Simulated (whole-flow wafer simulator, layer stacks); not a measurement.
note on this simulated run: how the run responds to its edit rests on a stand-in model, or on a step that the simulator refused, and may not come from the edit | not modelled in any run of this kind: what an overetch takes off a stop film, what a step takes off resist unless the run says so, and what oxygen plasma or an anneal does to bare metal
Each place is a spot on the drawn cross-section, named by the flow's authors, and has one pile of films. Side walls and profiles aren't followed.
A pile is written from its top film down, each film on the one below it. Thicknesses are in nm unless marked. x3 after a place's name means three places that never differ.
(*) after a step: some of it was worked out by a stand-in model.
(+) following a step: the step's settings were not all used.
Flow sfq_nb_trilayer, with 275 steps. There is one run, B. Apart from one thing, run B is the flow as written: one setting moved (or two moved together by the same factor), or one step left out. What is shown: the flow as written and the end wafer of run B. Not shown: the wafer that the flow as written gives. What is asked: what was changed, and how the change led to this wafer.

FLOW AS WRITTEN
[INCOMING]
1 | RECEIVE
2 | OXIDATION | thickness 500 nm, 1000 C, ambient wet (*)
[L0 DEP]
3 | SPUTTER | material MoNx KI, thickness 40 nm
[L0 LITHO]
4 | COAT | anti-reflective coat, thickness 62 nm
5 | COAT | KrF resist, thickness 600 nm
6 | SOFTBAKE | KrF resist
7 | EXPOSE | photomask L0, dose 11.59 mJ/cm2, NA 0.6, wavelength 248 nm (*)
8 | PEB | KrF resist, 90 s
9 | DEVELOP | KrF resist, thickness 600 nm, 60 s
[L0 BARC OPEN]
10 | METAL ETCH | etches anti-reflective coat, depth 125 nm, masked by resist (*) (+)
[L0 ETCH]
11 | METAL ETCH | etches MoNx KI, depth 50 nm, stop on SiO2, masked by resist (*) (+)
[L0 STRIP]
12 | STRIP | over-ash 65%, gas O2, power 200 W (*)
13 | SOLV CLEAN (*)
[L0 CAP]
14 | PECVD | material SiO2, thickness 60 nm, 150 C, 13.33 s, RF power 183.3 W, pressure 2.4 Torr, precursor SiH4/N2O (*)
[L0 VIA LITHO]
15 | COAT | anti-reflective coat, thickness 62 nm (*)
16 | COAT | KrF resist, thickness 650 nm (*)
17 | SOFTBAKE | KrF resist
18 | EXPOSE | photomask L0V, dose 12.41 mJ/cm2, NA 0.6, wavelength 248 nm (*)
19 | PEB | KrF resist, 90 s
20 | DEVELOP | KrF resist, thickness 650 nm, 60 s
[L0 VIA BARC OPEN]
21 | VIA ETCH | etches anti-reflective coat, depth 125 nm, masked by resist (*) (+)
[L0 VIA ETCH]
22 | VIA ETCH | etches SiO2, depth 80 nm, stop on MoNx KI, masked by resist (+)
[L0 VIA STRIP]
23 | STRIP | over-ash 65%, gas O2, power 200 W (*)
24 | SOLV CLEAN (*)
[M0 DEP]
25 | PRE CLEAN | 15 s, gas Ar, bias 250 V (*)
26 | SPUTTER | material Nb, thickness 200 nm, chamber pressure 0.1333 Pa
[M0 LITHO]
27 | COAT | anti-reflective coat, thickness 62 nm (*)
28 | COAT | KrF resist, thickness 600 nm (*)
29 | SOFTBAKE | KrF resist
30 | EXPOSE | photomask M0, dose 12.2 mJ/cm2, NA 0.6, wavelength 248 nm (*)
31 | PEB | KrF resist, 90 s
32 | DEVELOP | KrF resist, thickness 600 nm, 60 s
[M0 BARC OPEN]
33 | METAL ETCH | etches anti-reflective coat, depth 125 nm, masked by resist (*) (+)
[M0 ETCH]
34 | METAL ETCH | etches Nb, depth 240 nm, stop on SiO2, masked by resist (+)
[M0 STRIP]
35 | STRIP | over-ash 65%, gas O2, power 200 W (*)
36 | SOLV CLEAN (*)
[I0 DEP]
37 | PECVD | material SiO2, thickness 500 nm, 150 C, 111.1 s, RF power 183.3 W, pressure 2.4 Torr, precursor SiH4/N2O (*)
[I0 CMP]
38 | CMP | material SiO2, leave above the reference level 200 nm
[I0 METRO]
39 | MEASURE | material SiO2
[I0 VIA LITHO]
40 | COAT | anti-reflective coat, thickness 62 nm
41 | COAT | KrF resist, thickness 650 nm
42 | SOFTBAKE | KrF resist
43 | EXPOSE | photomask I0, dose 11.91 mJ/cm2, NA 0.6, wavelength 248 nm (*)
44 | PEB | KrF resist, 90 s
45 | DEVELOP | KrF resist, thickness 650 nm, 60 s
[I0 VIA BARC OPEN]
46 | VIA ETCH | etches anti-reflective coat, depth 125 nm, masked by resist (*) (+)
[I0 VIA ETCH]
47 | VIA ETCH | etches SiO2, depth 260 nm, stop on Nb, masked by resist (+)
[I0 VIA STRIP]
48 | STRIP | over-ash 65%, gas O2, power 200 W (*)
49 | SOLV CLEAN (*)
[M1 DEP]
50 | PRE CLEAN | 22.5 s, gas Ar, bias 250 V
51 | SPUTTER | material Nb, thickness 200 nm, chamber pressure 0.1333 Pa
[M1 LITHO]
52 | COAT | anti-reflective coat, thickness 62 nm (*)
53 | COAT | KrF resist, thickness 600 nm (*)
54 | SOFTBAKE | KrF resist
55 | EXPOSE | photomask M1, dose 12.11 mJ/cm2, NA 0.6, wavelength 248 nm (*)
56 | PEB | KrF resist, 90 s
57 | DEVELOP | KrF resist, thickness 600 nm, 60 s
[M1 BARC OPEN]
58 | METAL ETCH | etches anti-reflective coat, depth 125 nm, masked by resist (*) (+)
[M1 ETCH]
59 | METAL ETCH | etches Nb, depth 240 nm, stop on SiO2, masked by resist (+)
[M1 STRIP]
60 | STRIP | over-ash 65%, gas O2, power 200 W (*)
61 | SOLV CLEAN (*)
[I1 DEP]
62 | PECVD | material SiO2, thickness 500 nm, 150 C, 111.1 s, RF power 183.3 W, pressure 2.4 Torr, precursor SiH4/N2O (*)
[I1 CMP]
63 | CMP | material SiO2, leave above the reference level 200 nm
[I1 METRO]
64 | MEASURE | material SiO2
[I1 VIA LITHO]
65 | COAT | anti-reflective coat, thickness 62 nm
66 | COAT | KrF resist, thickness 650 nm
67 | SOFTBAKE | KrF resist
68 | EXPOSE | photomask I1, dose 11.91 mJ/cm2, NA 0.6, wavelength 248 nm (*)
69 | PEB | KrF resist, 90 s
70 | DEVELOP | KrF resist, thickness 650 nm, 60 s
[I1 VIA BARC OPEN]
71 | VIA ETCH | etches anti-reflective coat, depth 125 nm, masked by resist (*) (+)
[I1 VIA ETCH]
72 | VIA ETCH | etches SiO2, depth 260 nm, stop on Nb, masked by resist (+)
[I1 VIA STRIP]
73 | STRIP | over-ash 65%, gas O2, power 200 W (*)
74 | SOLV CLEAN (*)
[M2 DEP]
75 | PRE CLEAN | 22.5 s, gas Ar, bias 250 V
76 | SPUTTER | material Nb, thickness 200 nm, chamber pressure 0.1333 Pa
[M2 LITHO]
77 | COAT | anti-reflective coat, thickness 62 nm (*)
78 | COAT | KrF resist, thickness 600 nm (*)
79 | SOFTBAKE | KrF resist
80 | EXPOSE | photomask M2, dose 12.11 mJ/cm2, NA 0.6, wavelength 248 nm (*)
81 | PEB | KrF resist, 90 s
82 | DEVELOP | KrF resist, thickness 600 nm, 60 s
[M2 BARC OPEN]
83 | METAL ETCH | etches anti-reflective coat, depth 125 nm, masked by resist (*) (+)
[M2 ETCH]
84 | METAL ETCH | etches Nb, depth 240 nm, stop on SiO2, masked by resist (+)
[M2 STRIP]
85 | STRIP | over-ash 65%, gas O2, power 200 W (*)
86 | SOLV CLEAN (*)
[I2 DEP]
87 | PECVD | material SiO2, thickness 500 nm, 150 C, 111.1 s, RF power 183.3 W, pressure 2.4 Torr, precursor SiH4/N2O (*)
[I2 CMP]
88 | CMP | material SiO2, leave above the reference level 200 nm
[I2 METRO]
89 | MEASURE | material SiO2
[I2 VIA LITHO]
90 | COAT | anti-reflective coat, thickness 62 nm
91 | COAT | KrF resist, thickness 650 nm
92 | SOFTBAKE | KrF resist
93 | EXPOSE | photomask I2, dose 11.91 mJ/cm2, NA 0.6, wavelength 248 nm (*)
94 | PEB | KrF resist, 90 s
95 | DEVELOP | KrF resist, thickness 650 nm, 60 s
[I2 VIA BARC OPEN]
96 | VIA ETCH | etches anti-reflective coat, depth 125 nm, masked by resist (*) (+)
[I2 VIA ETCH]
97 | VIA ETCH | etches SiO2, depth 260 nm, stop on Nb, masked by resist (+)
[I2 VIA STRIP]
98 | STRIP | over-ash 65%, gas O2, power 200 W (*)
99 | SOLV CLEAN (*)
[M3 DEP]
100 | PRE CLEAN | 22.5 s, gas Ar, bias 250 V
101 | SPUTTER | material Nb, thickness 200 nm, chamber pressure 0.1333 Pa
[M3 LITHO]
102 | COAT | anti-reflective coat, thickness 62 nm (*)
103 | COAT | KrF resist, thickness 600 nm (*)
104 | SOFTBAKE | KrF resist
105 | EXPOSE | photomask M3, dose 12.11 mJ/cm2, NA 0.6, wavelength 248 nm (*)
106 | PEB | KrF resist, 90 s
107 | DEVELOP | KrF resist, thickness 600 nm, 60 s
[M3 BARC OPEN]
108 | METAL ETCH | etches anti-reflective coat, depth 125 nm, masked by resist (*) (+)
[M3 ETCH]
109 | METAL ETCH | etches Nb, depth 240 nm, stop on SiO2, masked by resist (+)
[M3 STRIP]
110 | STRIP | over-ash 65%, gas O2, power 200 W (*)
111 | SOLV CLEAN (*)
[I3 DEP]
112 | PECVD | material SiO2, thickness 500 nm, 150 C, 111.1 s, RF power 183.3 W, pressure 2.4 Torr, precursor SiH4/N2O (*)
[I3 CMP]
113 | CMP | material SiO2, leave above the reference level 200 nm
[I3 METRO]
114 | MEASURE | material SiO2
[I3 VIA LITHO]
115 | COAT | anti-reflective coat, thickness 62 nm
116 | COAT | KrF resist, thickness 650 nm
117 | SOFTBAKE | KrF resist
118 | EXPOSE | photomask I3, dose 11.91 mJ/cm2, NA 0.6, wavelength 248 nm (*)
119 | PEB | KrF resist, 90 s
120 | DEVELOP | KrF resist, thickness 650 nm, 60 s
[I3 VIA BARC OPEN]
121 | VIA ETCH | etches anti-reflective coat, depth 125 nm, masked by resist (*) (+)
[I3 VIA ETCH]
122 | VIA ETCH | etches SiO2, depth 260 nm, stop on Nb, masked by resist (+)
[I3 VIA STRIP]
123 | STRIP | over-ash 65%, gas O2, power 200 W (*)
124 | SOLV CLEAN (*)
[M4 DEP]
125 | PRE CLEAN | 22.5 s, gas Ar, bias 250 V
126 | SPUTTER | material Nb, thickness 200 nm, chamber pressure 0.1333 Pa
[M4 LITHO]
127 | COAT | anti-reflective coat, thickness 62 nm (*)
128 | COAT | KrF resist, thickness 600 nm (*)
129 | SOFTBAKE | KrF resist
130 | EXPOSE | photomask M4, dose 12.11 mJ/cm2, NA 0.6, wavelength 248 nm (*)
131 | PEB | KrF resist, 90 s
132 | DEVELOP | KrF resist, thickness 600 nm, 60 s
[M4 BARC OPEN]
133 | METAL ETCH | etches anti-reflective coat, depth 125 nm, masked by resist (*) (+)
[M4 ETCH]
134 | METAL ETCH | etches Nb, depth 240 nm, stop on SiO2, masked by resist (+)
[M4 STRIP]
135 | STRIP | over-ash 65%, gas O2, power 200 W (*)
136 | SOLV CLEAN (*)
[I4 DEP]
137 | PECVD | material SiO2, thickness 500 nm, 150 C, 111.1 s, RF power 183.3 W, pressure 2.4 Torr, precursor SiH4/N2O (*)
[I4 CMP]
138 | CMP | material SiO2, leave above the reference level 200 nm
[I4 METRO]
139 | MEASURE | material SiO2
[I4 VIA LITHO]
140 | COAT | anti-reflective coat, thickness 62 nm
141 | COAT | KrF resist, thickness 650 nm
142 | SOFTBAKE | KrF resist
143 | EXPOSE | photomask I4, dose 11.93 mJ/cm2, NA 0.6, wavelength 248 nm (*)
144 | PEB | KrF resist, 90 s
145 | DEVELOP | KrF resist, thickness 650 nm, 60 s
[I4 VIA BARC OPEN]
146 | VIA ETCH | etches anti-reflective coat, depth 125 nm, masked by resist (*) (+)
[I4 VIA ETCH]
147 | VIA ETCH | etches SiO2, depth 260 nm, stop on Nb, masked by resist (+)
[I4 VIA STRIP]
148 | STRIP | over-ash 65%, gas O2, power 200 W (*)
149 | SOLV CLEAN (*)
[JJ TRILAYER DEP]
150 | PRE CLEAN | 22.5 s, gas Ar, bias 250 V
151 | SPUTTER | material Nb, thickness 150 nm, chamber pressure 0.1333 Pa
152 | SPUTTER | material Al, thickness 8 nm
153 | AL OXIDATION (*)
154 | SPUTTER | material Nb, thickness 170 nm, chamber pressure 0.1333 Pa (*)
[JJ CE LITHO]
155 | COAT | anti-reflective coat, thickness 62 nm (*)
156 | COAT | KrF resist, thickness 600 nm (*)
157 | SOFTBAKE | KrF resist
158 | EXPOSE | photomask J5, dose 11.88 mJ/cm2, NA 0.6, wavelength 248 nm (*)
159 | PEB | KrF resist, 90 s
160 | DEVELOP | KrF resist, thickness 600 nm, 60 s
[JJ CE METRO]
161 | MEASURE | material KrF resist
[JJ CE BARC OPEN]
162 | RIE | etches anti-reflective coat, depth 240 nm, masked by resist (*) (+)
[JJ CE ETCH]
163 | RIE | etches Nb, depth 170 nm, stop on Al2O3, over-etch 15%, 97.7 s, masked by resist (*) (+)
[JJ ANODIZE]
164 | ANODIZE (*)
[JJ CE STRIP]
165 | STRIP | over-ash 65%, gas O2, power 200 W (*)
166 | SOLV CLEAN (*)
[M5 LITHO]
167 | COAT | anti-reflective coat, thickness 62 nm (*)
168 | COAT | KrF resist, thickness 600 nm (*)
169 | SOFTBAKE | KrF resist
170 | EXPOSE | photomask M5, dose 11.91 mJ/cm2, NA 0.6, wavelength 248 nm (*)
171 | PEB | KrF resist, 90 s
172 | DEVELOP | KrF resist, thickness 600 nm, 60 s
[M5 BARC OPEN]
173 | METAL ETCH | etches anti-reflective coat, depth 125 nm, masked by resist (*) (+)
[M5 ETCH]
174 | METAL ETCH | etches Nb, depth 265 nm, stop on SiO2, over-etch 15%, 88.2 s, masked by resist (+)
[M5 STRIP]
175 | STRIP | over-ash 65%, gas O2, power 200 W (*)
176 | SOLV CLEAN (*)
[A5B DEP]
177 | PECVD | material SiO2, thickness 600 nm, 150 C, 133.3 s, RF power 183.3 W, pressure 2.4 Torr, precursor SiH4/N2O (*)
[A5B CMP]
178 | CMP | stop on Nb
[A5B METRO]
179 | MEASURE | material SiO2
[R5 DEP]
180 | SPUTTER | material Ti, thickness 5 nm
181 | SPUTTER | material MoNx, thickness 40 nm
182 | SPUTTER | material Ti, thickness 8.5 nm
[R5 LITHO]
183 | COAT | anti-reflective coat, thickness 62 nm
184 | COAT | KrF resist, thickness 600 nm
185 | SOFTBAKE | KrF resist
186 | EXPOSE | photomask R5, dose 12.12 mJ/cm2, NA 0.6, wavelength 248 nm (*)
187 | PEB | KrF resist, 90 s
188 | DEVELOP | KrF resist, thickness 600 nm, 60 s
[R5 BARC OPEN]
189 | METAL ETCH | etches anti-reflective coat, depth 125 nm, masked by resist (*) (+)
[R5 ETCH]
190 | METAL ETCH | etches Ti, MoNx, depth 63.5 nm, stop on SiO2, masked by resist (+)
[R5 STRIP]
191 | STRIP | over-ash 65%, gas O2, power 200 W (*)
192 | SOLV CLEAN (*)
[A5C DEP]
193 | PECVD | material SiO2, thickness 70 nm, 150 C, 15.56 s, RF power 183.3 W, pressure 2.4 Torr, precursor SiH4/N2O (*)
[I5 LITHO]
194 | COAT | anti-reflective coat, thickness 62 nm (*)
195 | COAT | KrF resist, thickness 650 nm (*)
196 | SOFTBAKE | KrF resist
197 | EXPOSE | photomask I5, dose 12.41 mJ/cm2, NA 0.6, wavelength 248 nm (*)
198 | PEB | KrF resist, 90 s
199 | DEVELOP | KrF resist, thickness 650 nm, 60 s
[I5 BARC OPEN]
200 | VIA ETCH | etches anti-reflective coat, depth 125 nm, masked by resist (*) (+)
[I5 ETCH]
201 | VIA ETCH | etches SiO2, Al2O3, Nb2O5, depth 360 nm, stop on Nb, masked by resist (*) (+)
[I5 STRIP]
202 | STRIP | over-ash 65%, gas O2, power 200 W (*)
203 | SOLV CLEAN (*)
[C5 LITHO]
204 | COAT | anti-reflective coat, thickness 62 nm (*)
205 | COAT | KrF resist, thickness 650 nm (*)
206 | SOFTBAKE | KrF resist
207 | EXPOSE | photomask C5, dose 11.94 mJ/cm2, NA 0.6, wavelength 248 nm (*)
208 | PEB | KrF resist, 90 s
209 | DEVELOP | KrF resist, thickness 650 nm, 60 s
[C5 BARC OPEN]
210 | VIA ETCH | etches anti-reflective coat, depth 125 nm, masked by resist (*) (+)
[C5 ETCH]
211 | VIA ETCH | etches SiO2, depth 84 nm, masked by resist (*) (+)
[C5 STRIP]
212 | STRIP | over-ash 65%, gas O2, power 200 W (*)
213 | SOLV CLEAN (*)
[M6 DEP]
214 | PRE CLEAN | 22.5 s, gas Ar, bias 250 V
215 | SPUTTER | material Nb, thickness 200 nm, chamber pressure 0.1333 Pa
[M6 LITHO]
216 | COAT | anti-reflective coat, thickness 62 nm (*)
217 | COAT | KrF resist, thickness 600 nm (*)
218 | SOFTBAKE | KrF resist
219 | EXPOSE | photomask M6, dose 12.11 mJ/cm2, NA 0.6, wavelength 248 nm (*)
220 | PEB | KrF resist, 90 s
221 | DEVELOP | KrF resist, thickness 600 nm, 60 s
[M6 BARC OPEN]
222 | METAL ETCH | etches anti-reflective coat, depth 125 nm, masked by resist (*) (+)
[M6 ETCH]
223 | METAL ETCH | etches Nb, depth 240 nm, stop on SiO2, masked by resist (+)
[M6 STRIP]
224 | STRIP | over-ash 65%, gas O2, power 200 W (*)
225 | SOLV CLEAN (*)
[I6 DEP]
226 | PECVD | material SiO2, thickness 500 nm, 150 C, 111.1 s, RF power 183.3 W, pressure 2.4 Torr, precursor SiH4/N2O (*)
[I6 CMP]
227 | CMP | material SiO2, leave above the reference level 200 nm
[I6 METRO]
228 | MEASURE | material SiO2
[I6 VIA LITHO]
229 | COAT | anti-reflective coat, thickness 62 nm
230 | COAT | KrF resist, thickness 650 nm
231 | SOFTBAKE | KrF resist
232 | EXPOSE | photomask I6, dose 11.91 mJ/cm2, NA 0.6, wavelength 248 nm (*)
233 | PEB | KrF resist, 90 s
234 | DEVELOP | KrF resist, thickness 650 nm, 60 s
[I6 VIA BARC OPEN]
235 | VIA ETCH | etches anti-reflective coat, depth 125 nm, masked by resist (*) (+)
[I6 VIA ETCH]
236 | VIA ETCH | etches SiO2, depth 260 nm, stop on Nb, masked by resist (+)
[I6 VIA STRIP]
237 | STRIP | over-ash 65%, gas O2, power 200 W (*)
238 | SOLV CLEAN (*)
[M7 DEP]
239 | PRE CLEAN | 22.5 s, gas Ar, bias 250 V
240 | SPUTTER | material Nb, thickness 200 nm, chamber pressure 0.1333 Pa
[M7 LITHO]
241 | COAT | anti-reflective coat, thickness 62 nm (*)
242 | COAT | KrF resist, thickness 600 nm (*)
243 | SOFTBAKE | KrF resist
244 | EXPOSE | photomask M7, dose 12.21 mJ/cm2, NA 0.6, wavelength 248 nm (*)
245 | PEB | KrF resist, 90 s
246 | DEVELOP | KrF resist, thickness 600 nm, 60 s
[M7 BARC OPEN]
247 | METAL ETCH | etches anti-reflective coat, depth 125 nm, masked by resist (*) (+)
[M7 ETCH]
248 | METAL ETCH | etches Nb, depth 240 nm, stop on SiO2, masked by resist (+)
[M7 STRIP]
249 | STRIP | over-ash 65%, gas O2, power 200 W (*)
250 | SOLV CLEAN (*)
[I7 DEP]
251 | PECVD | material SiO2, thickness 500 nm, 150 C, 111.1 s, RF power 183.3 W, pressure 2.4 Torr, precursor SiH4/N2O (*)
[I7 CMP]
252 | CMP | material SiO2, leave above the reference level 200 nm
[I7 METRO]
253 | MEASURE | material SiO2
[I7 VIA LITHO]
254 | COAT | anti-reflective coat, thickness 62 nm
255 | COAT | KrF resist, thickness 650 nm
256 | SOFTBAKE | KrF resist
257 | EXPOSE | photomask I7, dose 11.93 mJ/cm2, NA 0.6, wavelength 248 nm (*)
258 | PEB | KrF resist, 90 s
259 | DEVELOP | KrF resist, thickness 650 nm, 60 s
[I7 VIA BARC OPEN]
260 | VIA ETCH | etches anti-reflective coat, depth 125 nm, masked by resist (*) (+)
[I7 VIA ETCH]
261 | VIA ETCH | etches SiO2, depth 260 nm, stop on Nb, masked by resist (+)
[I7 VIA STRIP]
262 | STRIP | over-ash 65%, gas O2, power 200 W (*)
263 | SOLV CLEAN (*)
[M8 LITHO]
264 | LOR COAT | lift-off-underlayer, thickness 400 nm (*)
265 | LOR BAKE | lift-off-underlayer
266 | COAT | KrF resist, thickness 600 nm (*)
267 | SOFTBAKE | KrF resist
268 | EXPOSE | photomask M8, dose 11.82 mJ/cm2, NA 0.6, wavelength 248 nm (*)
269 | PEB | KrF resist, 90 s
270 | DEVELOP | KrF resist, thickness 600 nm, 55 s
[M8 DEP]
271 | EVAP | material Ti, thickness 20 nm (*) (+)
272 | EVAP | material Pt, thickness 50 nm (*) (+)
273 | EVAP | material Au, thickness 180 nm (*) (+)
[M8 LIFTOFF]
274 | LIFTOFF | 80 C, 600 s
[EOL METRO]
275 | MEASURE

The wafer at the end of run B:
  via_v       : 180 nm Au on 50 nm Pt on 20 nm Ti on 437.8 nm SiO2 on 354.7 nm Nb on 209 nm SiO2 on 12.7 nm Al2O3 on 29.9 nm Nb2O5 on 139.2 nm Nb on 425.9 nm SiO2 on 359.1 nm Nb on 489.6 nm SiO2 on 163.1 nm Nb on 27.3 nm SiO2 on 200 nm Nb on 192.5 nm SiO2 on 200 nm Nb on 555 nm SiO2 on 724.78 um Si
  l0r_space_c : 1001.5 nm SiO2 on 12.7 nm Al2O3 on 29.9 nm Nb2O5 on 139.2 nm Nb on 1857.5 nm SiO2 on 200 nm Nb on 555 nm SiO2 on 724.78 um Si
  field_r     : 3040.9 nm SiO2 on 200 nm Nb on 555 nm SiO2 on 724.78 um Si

The reason: step 63, CMP: leave above the reference level 295 nm was run, while the flow as written has leave above the reference level 200 nm.

How this came from the change, step by step:
  63 | CMP | material SiO2, leave above the reference level 200 nm
      lsp_m, ln_m6, lsp_r, l0_sur, l0v: nothing (as written it would have been: -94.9 SiO2)
      field_l, be, be_sur and 72 more: -5 SiO2 (as written it would have been: -100 SiO2)
      (and at 26 other places as well)
  72 | VIA ETCH | etches SiO2, depth 260 nm, stop on Nb, masked by resist (+)
      via_v: -260 SiO2 (as written it would have been: -199.8 SiO2 (all of it))
  75 | PRE CLEAN | 22.5 s, gas Ar, bias 250 V
      via_v: -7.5 SiO2 (as written it would have been: -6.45 Nb)
  76 | SPUTTER | material Nb, thickness 200 nm, chamber pressure 0.1333 Pa
      via_v: +163.1 Nb (new film) (as written it would have been: +174.5 Nb)
  77 | COAT | anti-reflective coat, thickness 62 nm (*)
      via_sp: +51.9 anti-reflective coat (new film) (as written it would have been: +53.2 anti-reflective coat (new film))
      via_v: +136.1 anti-reflective coat (new film) (as written it would have been: +123.1 anti-reflective coat (new film))
      (and at 1 other place as well)
  78 | COAT | KrF resist, thickness 600 nm (*)
      via_v: +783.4 KrF resist (new film) (as written it would have been: +733.7 KrF resist (new film))
  85 | STRIP | over-ash 65%, gas O2, power 200 W (*)
      via_sp: -370.4 KrF resist (all of it), -51.9 anti-reflective coat (all of it) (as written it would have been: -374.4 KrF resist (all of it), -53.2 anti-reflective coat (all of it))
      via_v: -565.3 KrF resist (all of it), -136.1 anti-reflective coat (all of it) (as written it would have been: -515.8 KrF resist (all of it), -123.1 anti-reflective coat (all of it))
      (and at 1 other place as well)
  87 | PECVD | material SiO2, thickness 500 nm, 150 C, 111.1 s, RF power 183.3 W, pressure 2.4 Torr, precursor SiH4/N2O (*)
      via_v: +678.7 SiO2 (new film) (as written it would have been: +606 SiO2 (new film))
If metal films that touch count as one body, via_v has 7 bodies (between them, from the top down: SiO2 437.8; SiO2 209 / Al2O3 12.7 / Nb2O5 29.9; SiO2 425.9; SiO2 489.6; SiO2 27.3; SiO2 192.5); the flow as written gives 6 bodies (between them, from the top down: SiO2 437.8; SiO2 209 / Al2O3 12.7 / Nb2O5 29.9; SiO2 425.9; SiO2 416.9; SiO2 192.5).
